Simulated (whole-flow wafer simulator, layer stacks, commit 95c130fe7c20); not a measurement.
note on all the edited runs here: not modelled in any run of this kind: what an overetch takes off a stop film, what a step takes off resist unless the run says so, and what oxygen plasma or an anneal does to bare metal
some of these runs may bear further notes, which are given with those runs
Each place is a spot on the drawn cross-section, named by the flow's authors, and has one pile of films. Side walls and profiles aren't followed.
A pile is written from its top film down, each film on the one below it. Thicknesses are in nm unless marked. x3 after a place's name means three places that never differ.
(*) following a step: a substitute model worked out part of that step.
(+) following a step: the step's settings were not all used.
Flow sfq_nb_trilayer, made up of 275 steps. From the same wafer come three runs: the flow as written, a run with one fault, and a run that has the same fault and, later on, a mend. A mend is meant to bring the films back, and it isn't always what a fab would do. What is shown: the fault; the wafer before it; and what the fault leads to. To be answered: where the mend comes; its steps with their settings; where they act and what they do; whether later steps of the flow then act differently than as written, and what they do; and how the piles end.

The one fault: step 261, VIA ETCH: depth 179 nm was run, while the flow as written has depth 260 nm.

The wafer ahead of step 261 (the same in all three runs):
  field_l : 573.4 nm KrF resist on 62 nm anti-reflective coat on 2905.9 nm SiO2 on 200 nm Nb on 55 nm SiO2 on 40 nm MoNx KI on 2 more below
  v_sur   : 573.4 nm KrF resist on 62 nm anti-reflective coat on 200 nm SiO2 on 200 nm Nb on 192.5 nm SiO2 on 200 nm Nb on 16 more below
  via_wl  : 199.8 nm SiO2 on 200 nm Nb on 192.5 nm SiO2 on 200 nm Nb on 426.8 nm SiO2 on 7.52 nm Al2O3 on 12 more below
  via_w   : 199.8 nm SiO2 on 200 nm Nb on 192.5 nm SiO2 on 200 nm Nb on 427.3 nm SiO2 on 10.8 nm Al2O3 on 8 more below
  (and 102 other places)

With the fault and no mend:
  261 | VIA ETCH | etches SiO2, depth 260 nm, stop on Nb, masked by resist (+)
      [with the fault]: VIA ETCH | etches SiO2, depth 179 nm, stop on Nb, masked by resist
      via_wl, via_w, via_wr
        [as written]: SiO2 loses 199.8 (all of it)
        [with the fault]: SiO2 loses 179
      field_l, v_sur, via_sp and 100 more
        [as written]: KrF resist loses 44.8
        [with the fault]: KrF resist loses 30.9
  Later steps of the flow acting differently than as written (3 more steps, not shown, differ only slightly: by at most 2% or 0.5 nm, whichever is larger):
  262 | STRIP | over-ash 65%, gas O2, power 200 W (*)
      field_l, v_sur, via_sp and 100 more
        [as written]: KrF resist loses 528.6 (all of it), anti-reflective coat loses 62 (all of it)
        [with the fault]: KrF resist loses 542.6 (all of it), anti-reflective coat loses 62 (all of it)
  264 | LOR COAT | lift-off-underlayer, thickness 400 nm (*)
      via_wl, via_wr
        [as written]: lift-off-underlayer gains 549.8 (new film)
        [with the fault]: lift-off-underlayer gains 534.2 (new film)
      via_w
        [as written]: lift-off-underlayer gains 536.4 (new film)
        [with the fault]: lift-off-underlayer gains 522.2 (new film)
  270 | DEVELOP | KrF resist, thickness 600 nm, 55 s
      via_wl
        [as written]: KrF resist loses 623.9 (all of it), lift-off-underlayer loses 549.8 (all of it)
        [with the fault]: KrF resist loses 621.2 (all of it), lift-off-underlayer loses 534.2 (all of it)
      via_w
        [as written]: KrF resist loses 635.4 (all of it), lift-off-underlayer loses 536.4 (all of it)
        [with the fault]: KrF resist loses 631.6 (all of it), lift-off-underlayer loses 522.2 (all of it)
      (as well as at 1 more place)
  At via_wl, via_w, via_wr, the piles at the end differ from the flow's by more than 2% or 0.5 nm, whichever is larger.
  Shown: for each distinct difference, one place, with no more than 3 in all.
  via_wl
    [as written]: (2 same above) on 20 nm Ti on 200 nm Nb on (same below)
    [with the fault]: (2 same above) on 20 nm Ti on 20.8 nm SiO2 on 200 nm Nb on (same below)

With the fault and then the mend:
  The mend stands after step 261.
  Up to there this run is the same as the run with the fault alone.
  261a | VIA ETCH | etches SiO2, depth 81 nm, stop on Nb, masked by resist (+) (the flow's step 261 again, with other settings)
      field_l, v_sur, via_sp and 100 more
        KrF resist loses 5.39
      via_wl, via_w, via_wr
        SiO2 loses 20.8 (all of it)
  Later steps of the flow that are run all act as written at every place that is followed, up to a difference of at most 2% or 0.5 nm, whichever is larger.
  At every place that both follow, the piles at the end match the flow's.
